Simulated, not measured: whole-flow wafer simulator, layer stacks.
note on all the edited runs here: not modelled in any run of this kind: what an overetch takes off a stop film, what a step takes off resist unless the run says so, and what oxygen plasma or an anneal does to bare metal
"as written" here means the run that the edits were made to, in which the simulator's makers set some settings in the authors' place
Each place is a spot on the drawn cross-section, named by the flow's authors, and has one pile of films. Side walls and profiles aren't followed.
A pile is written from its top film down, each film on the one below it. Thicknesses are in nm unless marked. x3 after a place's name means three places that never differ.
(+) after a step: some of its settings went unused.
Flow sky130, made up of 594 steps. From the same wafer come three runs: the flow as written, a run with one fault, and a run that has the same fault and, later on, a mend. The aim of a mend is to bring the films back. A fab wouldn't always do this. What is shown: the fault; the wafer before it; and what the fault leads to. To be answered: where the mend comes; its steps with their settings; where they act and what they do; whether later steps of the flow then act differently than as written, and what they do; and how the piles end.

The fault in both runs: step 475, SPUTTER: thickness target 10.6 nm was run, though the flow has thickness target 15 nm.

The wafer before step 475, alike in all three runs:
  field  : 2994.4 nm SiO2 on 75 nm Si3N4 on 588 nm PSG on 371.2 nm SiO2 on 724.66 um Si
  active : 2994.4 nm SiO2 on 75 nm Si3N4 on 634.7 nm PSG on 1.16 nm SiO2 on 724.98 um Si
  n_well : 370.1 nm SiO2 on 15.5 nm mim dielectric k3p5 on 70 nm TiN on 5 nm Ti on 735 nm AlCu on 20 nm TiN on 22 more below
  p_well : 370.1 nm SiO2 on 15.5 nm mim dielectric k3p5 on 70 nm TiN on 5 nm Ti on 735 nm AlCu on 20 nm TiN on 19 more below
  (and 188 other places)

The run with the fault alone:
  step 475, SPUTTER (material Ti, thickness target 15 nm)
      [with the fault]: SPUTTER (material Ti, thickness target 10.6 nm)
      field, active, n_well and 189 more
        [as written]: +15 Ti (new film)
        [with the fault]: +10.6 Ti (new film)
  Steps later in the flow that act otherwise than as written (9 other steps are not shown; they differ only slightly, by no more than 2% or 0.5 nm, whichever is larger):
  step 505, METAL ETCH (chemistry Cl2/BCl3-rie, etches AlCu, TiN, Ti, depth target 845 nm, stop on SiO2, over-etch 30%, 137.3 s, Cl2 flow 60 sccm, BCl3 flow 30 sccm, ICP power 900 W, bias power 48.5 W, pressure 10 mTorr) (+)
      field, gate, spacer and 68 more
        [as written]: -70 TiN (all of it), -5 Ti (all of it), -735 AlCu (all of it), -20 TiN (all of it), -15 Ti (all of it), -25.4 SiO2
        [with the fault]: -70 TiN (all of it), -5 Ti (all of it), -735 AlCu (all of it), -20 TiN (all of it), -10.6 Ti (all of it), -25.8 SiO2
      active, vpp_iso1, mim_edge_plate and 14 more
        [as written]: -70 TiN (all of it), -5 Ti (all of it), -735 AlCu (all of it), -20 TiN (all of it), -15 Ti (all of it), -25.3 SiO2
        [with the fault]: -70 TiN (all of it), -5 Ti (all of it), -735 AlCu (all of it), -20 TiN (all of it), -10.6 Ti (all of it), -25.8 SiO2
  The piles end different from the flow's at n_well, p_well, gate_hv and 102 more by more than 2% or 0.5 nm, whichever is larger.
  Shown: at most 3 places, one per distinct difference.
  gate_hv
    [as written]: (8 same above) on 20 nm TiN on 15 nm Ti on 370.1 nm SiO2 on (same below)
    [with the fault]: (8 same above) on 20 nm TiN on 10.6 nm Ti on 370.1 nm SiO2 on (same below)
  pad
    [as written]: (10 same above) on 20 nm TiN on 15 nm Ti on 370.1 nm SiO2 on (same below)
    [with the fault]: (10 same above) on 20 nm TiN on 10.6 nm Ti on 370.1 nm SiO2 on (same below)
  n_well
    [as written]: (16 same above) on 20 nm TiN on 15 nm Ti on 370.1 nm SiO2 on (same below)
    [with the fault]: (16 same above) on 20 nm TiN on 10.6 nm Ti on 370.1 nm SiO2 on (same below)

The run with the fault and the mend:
  After step 475 comes the mend.
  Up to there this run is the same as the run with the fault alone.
  step 475a, SPUTTER (material Ti, thickness target 4.4 nm) (the flow's step 475, run once more with other settings)
      field, active, n_well and 189 more
        +4.4 Ti
  Every later step of the flow that is run acts as written at every place that is followed.
  The piles end the same as the flow's at every place that both follow.
